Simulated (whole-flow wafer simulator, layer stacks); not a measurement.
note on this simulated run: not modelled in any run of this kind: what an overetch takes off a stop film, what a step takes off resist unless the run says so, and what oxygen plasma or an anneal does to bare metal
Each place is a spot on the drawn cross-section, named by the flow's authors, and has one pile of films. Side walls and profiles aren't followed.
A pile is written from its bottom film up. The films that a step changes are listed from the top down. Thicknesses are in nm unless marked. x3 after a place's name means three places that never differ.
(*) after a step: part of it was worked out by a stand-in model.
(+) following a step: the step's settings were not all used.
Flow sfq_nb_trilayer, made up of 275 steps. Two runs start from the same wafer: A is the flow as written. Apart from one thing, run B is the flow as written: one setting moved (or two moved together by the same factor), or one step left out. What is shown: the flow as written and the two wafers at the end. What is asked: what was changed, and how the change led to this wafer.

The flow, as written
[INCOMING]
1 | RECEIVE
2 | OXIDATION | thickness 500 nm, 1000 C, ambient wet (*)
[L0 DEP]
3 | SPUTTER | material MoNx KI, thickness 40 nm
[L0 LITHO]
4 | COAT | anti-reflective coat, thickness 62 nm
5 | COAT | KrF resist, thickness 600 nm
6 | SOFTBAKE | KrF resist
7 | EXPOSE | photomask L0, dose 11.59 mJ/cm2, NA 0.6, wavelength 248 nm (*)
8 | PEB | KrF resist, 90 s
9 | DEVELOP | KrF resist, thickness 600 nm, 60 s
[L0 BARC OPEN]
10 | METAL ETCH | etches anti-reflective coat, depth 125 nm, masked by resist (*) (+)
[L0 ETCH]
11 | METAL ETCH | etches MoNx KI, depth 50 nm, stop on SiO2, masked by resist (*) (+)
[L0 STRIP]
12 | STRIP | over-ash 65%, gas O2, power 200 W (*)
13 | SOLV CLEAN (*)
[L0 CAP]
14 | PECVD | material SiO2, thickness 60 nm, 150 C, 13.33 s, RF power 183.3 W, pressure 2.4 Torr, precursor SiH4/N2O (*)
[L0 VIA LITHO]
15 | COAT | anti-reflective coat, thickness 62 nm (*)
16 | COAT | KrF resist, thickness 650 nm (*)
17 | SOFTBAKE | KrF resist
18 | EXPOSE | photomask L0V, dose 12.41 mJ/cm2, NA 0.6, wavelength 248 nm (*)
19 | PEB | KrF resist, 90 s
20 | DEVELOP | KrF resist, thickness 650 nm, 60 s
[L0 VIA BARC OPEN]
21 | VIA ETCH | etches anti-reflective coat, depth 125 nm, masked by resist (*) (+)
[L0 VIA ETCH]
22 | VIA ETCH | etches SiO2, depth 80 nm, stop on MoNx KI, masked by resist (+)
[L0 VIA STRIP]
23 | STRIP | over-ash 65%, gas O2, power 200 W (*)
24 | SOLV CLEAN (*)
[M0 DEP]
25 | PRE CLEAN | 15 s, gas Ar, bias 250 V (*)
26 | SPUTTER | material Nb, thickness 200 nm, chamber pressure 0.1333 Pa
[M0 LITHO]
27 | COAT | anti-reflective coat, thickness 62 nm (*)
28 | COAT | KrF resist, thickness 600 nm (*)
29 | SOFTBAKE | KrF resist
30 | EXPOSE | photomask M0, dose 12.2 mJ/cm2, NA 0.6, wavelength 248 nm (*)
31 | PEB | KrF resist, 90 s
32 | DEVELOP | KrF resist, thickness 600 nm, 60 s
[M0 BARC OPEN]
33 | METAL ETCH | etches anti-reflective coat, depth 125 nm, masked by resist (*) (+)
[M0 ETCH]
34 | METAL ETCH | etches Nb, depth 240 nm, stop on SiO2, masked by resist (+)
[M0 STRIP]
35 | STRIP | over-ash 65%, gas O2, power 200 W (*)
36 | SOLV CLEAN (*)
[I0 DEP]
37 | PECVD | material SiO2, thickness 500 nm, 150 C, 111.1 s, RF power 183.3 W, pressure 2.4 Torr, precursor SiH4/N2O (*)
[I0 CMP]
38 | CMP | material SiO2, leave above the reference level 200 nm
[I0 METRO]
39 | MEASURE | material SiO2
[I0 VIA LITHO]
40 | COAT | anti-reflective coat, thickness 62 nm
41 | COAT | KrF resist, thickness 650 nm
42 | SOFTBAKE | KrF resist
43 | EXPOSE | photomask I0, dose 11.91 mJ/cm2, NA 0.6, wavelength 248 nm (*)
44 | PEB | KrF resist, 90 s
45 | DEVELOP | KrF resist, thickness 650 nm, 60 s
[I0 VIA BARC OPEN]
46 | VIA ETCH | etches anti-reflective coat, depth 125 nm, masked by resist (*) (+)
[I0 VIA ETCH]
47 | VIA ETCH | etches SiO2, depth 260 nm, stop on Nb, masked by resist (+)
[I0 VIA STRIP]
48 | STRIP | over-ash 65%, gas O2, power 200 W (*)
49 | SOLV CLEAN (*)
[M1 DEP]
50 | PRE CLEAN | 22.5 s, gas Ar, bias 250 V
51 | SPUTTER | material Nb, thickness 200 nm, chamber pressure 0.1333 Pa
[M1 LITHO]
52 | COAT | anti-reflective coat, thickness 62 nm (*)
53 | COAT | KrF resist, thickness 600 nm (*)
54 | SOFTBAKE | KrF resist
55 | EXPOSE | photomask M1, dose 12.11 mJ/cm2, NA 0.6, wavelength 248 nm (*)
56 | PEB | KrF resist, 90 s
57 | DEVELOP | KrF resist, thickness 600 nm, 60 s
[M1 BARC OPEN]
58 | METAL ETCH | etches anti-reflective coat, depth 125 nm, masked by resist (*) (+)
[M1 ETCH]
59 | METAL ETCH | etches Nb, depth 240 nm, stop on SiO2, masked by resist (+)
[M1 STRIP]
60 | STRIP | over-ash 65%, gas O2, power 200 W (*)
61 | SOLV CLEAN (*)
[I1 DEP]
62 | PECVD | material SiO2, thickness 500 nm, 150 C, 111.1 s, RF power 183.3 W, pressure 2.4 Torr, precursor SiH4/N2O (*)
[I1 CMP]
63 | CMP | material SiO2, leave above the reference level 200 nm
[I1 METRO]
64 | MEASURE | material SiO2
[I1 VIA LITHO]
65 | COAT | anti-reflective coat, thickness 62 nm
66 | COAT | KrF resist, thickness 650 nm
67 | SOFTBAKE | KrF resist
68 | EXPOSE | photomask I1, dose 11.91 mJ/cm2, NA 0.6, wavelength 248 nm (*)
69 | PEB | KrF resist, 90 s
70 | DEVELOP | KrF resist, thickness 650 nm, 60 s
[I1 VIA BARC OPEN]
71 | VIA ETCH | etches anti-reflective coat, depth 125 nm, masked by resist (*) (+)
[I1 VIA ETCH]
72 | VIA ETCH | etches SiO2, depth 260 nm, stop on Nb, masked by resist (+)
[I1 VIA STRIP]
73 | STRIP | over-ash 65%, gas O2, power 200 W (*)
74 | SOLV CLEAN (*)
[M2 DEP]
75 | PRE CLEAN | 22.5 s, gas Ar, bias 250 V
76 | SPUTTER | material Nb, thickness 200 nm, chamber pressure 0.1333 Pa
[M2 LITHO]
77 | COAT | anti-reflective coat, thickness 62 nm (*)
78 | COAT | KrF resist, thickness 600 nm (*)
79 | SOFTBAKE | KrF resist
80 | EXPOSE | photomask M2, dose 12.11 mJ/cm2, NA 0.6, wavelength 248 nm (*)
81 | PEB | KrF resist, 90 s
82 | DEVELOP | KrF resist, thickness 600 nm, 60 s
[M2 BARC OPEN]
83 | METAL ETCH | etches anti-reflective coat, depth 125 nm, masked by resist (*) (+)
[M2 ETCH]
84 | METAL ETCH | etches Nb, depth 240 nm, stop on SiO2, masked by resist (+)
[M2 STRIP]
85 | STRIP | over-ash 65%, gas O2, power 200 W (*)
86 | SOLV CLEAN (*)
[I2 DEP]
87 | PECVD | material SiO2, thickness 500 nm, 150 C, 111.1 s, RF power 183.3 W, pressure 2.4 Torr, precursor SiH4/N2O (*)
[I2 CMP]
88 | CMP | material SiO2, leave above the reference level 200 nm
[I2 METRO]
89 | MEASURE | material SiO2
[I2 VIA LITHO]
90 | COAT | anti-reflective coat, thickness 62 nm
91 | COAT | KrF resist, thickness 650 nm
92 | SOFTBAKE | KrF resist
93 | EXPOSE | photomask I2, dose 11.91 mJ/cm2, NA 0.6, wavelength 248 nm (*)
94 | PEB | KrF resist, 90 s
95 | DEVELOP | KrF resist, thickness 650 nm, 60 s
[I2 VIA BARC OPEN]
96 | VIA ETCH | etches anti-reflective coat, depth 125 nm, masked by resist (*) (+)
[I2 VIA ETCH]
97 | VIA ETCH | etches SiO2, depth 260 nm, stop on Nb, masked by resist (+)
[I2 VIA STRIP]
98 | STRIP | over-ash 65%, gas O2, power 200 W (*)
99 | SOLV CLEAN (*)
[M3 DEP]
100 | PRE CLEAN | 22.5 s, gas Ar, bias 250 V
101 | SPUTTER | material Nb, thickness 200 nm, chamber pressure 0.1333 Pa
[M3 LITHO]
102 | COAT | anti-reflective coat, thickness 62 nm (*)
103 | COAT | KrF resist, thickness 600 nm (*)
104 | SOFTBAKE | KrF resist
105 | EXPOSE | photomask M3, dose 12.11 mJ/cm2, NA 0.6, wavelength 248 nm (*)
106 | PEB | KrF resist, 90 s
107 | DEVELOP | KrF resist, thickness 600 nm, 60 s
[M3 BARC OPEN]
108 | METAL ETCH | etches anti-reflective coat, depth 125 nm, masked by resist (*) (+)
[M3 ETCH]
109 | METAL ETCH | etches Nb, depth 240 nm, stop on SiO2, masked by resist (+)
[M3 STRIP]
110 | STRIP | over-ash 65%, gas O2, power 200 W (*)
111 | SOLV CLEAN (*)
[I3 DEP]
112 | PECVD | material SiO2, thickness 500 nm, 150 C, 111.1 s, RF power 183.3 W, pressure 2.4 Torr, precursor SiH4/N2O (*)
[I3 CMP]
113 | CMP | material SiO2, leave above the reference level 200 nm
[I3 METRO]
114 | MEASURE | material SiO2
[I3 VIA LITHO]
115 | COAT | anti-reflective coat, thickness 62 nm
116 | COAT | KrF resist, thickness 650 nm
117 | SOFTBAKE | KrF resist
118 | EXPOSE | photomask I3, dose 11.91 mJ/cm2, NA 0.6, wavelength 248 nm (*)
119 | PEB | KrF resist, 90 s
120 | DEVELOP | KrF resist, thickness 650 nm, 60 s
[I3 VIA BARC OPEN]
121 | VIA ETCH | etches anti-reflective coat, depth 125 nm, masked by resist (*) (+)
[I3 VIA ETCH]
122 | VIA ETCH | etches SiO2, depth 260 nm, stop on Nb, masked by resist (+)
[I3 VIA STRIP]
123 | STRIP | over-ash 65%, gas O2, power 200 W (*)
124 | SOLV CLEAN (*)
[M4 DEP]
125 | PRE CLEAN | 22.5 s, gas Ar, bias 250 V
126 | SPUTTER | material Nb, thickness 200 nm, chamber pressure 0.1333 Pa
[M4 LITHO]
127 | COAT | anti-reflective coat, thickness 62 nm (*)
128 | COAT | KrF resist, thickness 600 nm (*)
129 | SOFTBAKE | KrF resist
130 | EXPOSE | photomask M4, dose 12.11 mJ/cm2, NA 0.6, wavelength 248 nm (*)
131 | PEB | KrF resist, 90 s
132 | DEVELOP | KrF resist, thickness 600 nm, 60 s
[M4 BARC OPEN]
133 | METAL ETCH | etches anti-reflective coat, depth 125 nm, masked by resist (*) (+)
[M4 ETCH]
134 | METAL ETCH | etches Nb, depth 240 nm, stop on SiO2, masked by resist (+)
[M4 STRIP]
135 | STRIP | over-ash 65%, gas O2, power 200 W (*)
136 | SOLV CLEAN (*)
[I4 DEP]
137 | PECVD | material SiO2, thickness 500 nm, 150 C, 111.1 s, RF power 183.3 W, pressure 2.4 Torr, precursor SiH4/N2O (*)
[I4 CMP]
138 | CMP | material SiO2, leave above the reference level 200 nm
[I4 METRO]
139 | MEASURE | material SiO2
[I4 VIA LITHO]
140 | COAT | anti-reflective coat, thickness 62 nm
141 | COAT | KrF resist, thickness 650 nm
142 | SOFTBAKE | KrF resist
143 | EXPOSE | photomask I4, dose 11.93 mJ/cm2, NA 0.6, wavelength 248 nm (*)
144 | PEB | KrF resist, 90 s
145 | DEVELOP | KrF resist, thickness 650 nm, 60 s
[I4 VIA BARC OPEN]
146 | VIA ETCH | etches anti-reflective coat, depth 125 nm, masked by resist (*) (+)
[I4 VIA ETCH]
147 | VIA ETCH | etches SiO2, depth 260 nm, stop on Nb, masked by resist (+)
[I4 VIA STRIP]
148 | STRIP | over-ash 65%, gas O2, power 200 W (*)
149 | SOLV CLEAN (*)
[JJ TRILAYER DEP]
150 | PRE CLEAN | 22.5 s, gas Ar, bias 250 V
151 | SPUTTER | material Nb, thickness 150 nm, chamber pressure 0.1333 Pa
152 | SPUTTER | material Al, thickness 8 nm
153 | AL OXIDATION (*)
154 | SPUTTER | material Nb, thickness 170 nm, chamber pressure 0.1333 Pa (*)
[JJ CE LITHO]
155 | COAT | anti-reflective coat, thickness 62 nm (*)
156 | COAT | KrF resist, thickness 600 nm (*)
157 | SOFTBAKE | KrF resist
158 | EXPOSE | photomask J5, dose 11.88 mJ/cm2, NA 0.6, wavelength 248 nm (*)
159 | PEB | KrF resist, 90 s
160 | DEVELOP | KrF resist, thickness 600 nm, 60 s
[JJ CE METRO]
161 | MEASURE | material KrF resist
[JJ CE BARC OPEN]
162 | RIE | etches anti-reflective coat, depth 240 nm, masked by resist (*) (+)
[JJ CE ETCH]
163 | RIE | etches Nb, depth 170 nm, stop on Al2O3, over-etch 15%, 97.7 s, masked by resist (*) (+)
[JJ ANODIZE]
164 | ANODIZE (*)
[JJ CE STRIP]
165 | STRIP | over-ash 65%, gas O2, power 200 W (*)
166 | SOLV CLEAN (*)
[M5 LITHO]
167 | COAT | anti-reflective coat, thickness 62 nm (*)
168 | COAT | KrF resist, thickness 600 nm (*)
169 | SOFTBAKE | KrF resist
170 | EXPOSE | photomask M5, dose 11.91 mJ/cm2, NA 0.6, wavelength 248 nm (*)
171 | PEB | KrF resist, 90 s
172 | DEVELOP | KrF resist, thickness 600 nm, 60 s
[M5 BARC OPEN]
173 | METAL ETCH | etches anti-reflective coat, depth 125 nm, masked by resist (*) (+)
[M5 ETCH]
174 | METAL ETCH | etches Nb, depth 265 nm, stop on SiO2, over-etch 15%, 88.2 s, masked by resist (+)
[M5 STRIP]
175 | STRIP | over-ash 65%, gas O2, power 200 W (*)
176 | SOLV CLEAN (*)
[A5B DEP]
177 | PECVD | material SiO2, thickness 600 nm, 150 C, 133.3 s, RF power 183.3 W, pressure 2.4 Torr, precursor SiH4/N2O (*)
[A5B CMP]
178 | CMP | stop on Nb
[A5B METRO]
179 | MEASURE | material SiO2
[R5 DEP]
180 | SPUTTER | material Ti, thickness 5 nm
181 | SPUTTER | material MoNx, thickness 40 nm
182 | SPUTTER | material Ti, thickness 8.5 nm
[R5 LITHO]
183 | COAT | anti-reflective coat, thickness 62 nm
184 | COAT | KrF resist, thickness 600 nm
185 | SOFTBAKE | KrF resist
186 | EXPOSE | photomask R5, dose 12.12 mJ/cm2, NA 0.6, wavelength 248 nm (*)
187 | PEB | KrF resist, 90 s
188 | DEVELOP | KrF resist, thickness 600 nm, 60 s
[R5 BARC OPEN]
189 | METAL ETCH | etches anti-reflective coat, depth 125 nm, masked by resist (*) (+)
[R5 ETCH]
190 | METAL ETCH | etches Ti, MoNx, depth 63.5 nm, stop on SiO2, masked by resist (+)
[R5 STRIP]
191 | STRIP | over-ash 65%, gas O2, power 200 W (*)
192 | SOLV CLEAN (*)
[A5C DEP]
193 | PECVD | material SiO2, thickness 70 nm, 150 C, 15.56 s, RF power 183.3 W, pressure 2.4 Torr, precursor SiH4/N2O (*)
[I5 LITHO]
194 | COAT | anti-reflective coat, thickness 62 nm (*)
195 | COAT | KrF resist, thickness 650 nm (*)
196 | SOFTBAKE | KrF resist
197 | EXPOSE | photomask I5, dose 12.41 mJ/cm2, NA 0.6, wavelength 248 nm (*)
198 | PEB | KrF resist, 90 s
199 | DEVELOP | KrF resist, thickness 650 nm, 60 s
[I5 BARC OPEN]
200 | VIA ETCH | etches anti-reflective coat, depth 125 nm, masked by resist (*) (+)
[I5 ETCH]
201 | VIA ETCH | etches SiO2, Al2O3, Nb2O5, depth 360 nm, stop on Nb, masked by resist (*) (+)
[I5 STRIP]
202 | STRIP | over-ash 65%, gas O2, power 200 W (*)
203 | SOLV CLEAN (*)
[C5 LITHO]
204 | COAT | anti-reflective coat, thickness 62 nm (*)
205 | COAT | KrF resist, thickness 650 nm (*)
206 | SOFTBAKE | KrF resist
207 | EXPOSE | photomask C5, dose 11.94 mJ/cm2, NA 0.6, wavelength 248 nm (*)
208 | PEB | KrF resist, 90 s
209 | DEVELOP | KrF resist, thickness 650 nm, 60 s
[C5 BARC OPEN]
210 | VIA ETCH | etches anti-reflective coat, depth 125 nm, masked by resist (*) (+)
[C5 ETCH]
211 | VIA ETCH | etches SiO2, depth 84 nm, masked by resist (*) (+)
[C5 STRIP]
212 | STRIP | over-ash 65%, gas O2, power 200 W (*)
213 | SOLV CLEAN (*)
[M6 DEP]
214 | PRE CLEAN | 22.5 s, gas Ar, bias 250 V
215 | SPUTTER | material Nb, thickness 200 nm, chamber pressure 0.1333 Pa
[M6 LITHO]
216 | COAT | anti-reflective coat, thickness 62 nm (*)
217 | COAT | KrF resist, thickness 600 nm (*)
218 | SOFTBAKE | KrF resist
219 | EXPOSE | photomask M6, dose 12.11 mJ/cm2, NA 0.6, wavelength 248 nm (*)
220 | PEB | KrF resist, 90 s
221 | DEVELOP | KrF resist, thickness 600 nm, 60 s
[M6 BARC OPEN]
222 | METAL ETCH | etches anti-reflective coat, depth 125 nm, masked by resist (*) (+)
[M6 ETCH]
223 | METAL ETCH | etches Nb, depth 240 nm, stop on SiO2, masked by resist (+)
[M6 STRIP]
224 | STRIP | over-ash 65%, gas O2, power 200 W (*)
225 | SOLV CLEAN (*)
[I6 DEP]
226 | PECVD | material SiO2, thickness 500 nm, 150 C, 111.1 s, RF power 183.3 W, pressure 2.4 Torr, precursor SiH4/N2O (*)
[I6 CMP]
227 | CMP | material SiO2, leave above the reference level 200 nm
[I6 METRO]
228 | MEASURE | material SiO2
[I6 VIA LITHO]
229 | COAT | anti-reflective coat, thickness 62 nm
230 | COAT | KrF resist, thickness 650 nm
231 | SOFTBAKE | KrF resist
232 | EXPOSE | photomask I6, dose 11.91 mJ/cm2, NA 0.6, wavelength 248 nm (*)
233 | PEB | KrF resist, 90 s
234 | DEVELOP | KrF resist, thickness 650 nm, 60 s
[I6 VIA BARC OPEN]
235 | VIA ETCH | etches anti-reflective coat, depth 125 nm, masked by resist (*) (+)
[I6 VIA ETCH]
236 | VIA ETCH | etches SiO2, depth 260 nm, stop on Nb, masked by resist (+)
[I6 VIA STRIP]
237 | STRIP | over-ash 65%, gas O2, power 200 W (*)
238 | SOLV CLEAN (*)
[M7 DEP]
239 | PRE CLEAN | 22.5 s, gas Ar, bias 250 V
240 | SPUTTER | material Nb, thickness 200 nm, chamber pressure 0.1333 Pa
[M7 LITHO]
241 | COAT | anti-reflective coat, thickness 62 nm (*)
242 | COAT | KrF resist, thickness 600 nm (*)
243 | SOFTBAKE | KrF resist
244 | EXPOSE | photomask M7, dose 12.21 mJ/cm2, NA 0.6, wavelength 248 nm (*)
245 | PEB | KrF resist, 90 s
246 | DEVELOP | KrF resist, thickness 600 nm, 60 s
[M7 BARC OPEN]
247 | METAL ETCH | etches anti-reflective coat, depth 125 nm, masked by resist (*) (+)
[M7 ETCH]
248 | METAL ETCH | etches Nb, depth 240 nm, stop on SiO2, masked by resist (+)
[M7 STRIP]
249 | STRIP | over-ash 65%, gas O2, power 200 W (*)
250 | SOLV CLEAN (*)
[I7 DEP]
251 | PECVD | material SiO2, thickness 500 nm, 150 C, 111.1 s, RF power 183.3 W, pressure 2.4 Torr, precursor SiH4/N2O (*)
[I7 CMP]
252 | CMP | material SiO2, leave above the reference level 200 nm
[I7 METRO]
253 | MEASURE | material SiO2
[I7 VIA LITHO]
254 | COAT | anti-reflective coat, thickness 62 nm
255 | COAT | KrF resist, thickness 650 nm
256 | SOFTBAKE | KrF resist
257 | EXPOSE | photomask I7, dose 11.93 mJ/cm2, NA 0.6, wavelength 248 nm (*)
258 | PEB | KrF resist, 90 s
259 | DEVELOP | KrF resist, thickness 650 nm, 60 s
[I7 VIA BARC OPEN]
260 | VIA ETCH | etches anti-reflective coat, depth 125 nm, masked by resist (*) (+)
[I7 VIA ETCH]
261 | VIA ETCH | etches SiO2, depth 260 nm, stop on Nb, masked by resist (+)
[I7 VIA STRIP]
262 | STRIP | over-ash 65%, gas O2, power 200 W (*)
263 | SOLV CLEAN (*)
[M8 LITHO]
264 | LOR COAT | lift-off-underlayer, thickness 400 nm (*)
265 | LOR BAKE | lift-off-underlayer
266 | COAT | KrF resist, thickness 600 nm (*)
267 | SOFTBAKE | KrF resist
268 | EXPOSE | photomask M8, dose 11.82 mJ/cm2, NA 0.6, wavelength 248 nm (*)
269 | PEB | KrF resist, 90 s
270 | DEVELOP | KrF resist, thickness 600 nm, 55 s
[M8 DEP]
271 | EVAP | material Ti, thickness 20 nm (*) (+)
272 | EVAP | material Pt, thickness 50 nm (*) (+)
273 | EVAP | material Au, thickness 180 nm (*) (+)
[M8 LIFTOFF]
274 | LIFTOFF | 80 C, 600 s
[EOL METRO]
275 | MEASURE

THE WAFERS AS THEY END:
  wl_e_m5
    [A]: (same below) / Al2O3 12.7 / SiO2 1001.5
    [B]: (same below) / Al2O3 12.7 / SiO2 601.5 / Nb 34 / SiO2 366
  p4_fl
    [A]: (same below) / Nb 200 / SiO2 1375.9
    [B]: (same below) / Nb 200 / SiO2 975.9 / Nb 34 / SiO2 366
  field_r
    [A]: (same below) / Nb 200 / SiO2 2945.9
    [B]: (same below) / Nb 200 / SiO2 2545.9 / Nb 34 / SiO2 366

Cause: step 248, METAL ETCH: depth 166 nm was run, though the flow has depth 240 nm.

How this came from the change, step by step:
  248 | METAL ETCH | etches Nb, depth 240 nm, stop on SiO2, masked by resist (+)
      field_l, field_r, lsp_l and 62 more: A Nb loses 200 (all of it) | B Nb loses 166
      v_sur, via_wl, via_w and 38 more: A KrF resist loses 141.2 | B KrF resist loses 97.6
  249 | STRIP | over-ash 65%, gas O2, power 200 W (*)
      wl_j_sl, wl_jj, wl_j_sr and 14 more: A KrF resist loses 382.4 (all of it), anti-reflective coat loses 62 (all of it) | B KrF resist loses 425.9 (all of it), anti-reflective coat loses 62 (all of it)
      lsp_m, ln_m6, lsp_r: A KrF resist loses 381.9 (all of it), anti-reflective coat loses 61.8 (all of it) | B KrF resist loses 425.5 (all of it), anti-reflective coat loses 61.8 (all of it)
      (as well as at 21 more places)
  251 | PECVD | material SiO2, thickness 500 nm, 150 C, 111.1 s, RF power 183.3 W, pressure 2.4 Torr, precursor SiH4/N2O (*)
      field_l, p4_fl, p4_fm and 56 more: A SiO2 gains 500 | B SiO2 gains 500 (new film)
      field_r, lsp_l: A SiO2 gains 477.7 | B SiO2 gains 481.5 (new film)
      (as well as at 4 more places)
  252 | CMP | material SiO2, leave above the reference level 200 nm
      field_l, p4_fl, p4_fm and 56 more: A SiO2 loses 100 | B SiO2 loses 134
      field_r, lsp_l: A SiO2 loses 77.7 | B SiO2 loses 115.5
      (as well as at 2 more places)
With metal films that touch counted as one body, wl_e_m5 has 7 bodies (between them, from the top down: SiO2 601.5 / Al2O3 12.7 / Nb2O5 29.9; SiO2 192.5; SiO2 192.5; SiO2 192.5; SiO2 192.5; SiO2 192.5); the flow as written gives 6 bodies (between them, from the top down: SiO2 192.5; SiO2 192.5; SiO2 192.5; SiO2 192.5; SiO2 192.5).
With metal films that touch counted as one body, p4_fl has 3 bodies (between them, from the top down: SiO2 975.9; SiO2 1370); the flow as written gives 2 bodies (between them, from the top down: SiO2 1370).
With metal films that touch counted as one body, field_r has 2 bodies (between them, from the top down: SiO2 2545.9); the flow as written gives 1 body.
